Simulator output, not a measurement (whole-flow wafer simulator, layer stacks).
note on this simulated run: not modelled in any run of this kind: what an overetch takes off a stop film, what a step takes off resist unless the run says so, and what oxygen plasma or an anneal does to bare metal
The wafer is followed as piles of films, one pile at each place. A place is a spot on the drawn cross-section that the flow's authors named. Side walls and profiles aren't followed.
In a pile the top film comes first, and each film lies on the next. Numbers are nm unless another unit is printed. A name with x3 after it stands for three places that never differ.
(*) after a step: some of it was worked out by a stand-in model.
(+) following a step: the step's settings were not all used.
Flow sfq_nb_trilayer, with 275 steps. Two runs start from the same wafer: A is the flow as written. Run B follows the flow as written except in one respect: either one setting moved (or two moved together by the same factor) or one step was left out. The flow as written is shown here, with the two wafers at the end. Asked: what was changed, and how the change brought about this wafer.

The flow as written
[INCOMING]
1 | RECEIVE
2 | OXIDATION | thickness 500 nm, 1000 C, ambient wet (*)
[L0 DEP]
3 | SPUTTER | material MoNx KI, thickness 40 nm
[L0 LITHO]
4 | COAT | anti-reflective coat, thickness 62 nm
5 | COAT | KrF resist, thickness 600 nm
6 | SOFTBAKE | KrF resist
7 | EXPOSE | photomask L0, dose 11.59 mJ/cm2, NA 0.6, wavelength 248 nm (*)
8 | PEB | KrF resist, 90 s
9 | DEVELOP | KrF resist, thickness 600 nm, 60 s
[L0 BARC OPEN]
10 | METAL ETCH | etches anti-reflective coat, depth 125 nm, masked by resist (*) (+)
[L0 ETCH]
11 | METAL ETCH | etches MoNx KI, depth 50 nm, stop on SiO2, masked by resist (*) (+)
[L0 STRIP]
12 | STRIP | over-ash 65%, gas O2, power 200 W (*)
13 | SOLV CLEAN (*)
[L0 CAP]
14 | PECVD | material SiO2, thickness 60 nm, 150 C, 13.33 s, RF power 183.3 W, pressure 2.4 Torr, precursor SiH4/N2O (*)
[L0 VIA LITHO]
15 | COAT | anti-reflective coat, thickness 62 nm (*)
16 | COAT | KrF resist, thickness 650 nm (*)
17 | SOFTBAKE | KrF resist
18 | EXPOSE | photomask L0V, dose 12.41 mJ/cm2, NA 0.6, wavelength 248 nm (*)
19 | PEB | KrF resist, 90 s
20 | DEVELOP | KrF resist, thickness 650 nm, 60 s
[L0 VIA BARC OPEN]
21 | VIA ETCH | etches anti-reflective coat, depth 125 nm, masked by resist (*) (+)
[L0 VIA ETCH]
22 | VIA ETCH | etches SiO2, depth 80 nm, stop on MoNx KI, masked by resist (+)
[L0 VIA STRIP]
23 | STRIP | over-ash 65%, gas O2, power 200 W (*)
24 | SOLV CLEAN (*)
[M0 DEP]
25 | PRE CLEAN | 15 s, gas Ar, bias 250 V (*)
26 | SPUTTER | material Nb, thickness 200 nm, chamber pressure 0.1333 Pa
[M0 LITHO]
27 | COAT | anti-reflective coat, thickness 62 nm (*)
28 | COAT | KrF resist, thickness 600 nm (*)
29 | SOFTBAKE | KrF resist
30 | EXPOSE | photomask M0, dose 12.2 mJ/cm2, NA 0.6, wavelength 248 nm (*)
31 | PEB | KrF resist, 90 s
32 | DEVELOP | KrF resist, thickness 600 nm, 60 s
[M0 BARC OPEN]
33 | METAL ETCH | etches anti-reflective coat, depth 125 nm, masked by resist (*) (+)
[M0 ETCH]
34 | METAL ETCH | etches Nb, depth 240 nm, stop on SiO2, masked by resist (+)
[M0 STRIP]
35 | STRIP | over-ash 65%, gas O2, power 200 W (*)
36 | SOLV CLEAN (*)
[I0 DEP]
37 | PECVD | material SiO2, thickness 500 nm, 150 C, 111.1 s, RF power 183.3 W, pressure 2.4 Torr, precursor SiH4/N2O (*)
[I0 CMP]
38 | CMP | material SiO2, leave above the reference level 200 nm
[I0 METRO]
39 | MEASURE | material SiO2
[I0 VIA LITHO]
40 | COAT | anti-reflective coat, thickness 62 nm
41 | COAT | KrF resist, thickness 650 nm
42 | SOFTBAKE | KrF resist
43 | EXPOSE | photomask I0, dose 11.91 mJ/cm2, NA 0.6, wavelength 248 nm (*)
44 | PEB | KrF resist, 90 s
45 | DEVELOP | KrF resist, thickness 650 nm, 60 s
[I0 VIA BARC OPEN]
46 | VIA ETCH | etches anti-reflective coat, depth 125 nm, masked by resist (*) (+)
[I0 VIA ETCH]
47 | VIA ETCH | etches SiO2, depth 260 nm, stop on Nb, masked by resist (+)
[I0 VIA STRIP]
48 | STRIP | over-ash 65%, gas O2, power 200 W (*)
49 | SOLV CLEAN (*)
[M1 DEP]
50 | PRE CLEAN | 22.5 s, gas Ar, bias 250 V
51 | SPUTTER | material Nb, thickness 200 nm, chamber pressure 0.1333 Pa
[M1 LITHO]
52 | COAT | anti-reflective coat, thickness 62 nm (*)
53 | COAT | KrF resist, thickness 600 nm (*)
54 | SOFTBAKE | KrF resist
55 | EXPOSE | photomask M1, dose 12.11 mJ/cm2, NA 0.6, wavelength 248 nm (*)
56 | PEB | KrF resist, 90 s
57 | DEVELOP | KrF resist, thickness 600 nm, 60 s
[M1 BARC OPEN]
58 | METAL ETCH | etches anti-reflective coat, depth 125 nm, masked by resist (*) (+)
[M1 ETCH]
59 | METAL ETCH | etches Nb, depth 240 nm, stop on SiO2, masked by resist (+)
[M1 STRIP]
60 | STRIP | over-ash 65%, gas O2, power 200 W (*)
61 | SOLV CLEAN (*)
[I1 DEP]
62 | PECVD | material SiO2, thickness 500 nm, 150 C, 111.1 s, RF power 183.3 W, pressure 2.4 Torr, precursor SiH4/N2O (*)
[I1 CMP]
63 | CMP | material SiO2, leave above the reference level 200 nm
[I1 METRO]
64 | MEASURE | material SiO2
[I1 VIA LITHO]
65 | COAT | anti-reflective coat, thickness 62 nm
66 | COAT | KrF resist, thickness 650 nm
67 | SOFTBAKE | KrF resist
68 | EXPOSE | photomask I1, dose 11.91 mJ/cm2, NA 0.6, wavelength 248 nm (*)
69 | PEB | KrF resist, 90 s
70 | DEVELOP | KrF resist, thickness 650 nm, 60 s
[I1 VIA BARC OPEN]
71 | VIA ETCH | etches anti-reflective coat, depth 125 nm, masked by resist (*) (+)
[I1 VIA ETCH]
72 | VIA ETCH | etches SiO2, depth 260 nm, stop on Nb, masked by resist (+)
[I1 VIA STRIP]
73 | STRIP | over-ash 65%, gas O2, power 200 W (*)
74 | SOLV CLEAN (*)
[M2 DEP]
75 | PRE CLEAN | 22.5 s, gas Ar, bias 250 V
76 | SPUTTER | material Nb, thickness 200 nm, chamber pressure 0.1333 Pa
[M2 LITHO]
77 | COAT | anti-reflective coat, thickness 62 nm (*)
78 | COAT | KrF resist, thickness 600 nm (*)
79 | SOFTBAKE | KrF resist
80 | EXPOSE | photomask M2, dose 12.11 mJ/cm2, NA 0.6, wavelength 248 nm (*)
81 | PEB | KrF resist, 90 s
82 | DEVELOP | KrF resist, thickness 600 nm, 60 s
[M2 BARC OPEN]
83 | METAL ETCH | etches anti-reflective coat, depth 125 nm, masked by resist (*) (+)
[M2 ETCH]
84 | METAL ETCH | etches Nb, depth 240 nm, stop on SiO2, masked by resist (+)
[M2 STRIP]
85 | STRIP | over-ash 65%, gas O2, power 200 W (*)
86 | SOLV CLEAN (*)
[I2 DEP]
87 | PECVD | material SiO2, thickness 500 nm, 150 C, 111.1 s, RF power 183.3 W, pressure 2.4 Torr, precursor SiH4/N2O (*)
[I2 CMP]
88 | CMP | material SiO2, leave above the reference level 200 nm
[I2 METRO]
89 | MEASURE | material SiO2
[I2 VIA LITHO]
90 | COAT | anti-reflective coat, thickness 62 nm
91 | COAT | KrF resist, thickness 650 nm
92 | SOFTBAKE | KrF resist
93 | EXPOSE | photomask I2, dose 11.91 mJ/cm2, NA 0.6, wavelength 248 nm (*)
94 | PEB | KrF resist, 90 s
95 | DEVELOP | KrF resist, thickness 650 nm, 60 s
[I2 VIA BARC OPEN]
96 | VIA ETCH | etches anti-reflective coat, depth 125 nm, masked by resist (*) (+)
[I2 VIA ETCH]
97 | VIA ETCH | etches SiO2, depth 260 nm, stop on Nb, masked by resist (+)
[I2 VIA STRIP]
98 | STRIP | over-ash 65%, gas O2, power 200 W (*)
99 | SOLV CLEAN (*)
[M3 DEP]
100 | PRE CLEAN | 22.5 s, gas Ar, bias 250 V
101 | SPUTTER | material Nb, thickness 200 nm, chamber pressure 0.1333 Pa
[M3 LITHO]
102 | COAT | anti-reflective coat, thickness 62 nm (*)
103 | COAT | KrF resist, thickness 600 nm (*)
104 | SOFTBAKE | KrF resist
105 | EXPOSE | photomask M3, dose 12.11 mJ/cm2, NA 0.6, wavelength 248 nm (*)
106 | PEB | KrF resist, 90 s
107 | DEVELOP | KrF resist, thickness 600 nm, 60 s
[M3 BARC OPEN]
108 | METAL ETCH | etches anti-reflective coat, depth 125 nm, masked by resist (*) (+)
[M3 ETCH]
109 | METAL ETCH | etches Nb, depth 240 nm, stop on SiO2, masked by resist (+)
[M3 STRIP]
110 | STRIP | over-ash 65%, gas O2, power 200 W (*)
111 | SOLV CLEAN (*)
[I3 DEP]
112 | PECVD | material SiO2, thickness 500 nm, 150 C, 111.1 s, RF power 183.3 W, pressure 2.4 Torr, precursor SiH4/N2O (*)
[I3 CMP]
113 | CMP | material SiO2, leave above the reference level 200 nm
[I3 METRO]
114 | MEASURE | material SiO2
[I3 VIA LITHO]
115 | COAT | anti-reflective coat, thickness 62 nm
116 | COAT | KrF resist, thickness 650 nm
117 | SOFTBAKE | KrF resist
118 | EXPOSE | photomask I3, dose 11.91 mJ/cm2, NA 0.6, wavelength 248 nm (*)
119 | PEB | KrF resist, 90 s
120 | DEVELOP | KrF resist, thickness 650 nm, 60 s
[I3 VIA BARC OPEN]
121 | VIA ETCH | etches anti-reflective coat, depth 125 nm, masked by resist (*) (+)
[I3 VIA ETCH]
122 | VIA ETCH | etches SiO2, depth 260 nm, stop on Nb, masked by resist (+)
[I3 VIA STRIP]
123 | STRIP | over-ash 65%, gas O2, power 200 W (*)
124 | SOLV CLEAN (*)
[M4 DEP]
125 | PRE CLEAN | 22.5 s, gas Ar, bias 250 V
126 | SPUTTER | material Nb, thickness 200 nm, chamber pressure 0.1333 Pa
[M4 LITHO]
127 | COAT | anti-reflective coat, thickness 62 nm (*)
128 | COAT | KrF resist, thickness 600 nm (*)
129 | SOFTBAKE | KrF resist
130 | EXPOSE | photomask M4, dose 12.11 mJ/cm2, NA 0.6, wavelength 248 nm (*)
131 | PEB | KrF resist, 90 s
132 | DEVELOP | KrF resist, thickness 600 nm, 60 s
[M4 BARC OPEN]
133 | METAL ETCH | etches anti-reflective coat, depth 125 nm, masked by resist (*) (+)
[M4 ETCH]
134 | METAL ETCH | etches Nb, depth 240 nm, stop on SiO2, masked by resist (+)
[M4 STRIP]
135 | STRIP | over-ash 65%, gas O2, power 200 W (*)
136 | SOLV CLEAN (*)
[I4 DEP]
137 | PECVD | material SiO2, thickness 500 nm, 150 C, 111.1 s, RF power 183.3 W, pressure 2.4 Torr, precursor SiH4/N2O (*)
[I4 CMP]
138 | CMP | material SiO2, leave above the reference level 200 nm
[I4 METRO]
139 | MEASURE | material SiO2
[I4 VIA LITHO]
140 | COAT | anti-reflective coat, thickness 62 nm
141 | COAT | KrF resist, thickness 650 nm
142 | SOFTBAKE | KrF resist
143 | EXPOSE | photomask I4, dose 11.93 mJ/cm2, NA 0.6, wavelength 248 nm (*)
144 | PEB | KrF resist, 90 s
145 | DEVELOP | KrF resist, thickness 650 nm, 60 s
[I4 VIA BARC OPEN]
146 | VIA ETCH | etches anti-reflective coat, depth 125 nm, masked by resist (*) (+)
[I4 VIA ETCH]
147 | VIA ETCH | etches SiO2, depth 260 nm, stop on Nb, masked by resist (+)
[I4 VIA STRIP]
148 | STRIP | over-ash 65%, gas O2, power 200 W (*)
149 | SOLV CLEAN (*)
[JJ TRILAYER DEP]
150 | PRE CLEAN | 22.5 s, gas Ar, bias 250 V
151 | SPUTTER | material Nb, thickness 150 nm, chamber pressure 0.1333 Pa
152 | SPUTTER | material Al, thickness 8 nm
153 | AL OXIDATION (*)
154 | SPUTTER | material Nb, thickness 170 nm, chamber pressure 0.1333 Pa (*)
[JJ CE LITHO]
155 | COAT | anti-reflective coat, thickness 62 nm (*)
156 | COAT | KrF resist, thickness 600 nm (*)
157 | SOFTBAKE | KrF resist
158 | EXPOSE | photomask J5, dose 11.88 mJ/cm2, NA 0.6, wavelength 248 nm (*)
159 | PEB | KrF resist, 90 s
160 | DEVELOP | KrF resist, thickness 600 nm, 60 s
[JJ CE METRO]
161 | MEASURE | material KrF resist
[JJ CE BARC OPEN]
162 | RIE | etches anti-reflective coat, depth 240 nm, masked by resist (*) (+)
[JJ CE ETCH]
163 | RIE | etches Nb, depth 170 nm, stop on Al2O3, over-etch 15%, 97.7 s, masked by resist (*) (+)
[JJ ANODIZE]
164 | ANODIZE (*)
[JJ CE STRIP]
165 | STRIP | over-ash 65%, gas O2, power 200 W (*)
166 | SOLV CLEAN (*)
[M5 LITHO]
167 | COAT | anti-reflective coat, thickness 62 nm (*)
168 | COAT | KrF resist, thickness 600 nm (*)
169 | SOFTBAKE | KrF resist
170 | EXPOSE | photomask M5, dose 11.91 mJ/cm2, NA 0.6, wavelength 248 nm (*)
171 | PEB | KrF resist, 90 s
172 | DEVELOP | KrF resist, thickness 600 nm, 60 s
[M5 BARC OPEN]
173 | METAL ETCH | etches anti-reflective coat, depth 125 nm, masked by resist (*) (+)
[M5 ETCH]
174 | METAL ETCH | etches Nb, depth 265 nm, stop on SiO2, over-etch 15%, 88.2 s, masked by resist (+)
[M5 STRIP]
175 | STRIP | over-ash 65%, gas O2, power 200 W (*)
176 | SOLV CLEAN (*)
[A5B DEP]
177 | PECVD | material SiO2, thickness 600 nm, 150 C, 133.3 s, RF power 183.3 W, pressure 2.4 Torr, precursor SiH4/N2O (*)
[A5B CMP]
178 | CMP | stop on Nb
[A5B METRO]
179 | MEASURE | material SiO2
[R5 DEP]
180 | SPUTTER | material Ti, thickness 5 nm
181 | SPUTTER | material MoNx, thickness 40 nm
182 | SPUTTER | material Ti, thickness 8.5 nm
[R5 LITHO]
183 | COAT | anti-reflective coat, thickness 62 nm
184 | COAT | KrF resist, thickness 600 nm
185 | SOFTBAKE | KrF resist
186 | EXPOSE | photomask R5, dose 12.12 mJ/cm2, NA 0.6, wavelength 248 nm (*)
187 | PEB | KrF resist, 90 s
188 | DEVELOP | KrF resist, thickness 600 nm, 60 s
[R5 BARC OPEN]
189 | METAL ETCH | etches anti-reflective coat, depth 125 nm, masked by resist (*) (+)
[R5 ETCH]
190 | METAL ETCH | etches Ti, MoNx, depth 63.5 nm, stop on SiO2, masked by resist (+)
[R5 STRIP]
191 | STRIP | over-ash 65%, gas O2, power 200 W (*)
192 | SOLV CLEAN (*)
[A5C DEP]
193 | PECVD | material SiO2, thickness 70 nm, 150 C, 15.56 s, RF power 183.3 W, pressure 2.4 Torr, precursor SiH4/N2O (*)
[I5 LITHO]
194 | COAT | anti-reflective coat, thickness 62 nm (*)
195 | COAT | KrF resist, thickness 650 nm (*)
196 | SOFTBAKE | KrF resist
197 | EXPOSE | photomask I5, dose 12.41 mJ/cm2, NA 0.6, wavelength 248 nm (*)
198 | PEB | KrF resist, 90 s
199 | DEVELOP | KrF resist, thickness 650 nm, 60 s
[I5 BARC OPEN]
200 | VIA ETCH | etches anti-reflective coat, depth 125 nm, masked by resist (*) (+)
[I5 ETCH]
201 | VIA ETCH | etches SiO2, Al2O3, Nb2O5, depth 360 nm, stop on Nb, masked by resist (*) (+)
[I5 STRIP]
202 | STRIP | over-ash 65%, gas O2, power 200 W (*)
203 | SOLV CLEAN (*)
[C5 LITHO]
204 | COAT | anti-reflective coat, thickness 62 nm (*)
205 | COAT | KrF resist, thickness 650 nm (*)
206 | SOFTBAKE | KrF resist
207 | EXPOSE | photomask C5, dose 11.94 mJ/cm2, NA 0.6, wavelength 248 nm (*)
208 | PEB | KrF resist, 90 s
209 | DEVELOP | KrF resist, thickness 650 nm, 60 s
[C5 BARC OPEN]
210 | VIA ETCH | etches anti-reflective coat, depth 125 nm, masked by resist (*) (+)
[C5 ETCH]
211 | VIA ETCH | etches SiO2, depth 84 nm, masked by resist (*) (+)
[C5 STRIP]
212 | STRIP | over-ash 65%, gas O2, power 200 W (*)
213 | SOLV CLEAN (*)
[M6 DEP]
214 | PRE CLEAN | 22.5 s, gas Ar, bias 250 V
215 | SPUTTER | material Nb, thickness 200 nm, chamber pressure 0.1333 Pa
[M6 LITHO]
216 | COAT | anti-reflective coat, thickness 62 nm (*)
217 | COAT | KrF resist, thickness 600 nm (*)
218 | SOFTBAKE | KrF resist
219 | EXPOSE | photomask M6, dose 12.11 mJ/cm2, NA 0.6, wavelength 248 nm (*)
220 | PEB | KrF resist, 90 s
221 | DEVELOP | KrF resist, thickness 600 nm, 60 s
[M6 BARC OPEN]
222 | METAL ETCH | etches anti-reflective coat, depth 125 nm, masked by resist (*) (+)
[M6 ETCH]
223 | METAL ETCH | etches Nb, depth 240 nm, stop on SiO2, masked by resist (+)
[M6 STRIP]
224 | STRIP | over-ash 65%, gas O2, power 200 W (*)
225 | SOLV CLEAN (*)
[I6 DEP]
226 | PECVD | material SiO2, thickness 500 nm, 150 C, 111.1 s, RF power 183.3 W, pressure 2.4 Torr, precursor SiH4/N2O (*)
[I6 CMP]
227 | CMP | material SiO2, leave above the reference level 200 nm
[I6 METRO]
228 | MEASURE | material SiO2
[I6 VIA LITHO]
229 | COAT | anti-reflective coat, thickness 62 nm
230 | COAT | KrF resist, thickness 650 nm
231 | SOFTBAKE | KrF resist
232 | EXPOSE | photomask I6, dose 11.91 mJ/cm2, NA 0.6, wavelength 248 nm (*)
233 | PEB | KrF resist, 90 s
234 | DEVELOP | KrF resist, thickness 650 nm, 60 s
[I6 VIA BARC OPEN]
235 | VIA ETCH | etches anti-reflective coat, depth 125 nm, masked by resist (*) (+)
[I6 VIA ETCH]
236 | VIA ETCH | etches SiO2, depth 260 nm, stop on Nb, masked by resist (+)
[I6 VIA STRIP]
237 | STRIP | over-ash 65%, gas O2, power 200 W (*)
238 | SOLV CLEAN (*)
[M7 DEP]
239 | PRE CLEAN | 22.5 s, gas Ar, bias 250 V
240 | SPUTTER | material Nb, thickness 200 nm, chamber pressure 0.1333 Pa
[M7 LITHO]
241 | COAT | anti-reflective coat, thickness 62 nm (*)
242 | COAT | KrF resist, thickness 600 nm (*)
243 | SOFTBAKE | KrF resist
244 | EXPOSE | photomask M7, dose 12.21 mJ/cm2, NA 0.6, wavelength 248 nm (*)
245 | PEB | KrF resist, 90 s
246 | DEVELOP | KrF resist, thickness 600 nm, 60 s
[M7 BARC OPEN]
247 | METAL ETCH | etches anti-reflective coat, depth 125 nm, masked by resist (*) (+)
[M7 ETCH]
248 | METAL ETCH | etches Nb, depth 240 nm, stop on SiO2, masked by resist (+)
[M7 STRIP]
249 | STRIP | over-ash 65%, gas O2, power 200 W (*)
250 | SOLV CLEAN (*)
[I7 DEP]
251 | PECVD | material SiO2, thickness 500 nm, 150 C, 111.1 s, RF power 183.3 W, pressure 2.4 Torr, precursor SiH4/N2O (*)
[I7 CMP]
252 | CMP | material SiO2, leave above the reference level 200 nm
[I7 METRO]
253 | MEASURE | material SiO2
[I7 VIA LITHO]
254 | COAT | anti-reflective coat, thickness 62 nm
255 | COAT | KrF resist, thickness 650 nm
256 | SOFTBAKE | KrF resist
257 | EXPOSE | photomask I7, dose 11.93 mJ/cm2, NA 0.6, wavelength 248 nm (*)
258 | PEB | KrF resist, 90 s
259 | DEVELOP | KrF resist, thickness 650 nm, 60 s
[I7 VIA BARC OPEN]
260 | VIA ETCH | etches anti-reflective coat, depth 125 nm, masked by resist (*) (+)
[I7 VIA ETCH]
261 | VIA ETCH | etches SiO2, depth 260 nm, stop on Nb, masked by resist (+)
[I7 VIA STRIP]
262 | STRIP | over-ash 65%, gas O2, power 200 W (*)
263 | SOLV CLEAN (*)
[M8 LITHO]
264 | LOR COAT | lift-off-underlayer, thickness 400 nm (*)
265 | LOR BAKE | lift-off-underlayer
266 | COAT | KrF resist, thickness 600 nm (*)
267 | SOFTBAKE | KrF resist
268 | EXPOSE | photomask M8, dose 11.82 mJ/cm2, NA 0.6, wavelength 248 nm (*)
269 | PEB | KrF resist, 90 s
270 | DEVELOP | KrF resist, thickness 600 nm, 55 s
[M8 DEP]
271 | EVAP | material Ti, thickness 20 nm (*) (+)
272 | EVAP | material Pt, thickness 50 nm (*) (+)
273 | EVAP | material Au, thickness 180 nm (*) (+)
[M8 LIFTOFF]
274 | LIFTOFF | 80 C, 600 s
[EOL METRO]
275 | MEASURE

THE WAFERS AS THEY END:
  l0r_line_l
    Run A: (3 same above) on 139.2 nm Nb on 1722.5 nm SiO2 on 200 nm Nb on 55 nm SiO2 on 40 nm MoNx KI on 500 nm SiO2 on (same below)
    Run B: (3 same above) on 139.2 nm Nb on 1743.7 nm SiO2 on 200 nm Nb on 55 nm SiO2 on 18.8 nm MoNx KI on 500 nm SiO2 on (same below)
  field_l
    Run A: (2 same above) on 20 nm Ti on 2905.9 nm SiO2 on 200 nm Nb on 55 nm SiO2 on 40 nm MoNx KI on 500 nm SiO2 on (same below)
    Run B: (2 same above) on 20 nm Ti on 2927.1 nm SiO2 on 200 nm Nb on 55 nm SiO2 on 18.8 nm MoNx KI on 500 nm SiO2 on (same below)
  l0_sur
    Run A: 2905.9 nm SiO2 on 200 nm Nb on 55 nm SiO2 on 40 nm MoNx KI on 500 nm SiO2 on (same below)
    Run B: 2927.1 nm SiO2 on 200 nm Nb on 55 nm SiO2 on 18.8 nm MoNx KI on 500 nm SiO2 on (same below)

The reason: step 3, SPUTTER: thickness 18.8 nm was run, whereas the flow has thickness 40 nm.
The wafer itself shows it: l0r_line_l has MoNx KI 18.8, and step 3 as written asks for 40 nm.

How this came from the change, step by step:
  3 | SPUTTER | material MoNx KI, thickness 40 nm
      field_l, v_sur, via_wl and 103 more: A MoNx KI gains 40 (new film) | B MoNx KI gains 18.8 (new film)
  11 | METAL ETCH | etches MoNx KI, depth 50 nm, stop on SiO2, masked by resist (*) (+)
      v_sur, via_wl, via_w and 97 more: A MoNx KI loses 40 (all of it) | B MoNx KI loses 18.8 (all of it)
      field_l, l0_sur, l0v, l0r_line_l, l0r_line_c, l0r_line_r: A KrF resist loses 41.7 | B KrF resist loses 23.5
  12 | STRIP | over-ash 65%, gas O2, power 200 W (*)
      field_l, l0_sur, l0v, l0r_line_l, l0r_line_c, l0r_line_r: A KrF resist loses 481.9 (all of it), anti-reflective coat loses 62 (all of it) | B KrF resist loses 500.1 (all of it), anti-reflective coat loses 62 (all of it)
  15 | COAT | anti-reflective coat, thickness 62 nm (*)
      l0r_line_l, l0r_line_c, l0r_line_r: A anti-reflective coat gains 59 (new film) | B anti-reflective coat gains 60.4 (new film)
      field_l: A anti-reflective coat gains 56.7 (new film) | B anti-reflective coat gains 59.2 (new film)
      (and at 5 other places as well)
  23 | STRIP | over-ash 65%, gas O2, power 200 W (*)
      l0r_line_l, l0r_line_c, l0r_line_r: A KrF resist loses 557 (all of it), anti-reflective coat loses 59 (all of it) | B KrF resist loses 558.5 (all of it), anti-reflective coat loses 60.4 (all of it)
      field_l: A KrF resist loses 551.4 (all of it), anti-reflective coat loses 56.7 (all of it) | B KrF resist loses 556 (all of it), anti-reflective coat loses 59.2 (all of it)
      (and at 5 other places as well)
  27 | COAT | anti-reflective coat, thickness 62 nm (*)
      l0r_line_l, l0r_line_c: A anti-reflective coat gains 59 (new film) | B anti-reflective coat gains 60.4 (new film)
      field_l: A anti-reflective coat gains 56.9 (new film) | B anti-reflective coat gains 59.4 (new film)
      (and at 6 other places as well)
  35 | STRIP | over-ash 65%, gas O2, power 200 W (*)
      l0r_line_l, l0r_line_c: A KrF resist loses 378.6 (all of it), anti-reflective coat loses 59 (all of it) | B KrF resist loses 380.6 (all of it), anti-reflective coat loses 60.4 (all of it)
      field_l: A KrF resist loses 372.9 (all of it), anti-reflective coat loses 56.9 (all of it) | B KrF resist loses 377.9 (all of it), anti-reflective coat loses 59.4 (all of it)
      (and at 6 other places as well)
  38 | CMP | material SiO2, leave above the reference level 200 nm
      field_l, l0_sur, l0r_line_l, l0r_line_c, l0r_line_r: A SiO2 loses 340 | B SiO2 loses 318.8
      l0v: A SiO2 loses 277.8 | B SiO2 loses 256.6
